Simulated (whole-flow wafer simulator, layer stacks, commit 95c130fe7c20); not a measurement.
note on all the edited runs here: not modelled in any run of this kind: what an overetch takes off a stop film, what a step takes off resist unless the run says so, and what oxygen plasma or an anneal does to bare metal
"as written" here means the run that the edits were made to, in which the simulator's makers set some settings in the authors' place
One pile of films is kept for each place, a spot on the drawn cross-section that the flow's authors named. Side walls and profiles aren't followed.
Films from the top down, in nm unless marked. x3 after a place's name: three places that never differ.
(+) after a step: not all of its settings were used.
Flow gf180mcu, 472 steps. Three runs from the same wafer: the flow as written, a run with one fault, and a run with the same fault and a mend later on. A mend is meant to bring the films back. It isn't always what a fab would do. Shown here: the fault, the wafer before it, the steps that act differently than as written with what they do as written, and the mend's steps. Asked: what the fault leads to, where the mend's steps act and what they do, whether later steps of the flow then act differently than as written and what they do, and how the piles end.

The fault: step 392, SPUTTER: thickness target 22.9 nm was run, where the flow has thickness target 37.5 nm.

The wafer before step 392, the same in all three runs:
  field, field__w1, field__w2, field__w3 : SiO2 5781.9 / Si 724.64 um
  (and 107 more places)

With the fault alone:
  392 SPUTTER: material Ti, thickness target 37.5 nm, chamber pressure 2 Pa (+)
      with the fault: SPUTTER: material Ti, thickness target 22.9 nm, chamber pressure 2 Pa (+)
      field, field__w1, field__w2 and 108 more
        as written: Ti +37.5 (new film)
        with the fault: Ti +22.9 (new film)
  Later steps of the flow that act differently than as written (1 more step differs only slightly, by at most 2% or 0.5 nm, whichever is larger, and isn't shown):
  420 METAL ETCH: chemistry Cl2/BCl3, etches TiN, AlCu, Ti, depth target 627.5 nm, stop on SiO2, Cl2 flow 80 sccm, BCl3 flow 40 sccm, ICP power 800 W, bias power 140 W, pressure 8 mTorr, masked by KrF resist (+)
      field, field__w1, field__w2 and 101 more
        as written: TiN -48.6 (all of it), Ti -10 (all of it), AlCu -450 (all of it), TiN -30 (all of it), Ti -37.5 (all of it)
        with the fault: TiN -48.6 (all of it), Ti -10 (all of it), AlCu -450 (all of it), TiN -30 (all of it), Ti -22.9 (all of it)
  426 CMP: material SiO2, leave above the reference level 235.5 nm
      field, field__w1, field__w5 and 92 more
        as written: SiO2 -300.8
        with the fault: SiO2 -315.4
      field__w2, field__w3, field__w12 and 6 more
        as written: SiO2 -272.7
        with the fault: SiO2 -287.9
  At the end the piles differ from the flow's by more than 2% or 0.5 nm, whichever is larger, at field__w4, field__w8, contact, m1, m1__w1, mim, mim_1p0, m1_nw.
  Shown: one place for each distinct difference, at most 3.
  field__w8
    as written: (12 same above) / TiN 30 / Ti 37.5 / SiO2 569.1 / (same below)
    with the fault: (12 same above) / TiN 30 / Ti 22.9 / SiO2 569.1 / (same below)
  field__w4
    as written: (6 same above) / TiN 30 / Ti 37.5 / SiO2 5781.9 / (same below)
    with the fault: (6 same above) / TiN 30 / Ti 22.9 / SiO2 5781.9 / (same below)
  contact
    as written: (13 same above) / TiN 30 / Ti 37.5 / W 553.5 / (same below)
    with the fault: (13 same above) / TiN 30 / Ti 22.9 / W 553.5 / (same below)

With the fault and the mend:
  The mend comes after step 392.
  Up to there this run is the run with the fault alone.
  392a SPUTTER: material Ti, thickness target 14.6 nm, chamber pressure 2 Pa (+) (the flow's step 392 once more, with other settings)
      field, field__w1, field__w2 and 108 more
        Ti +14.6
  No later step of the flow acts differently than as written at any place that is followed.
  At the end the piles are the same as the flow's at every place that both follow.
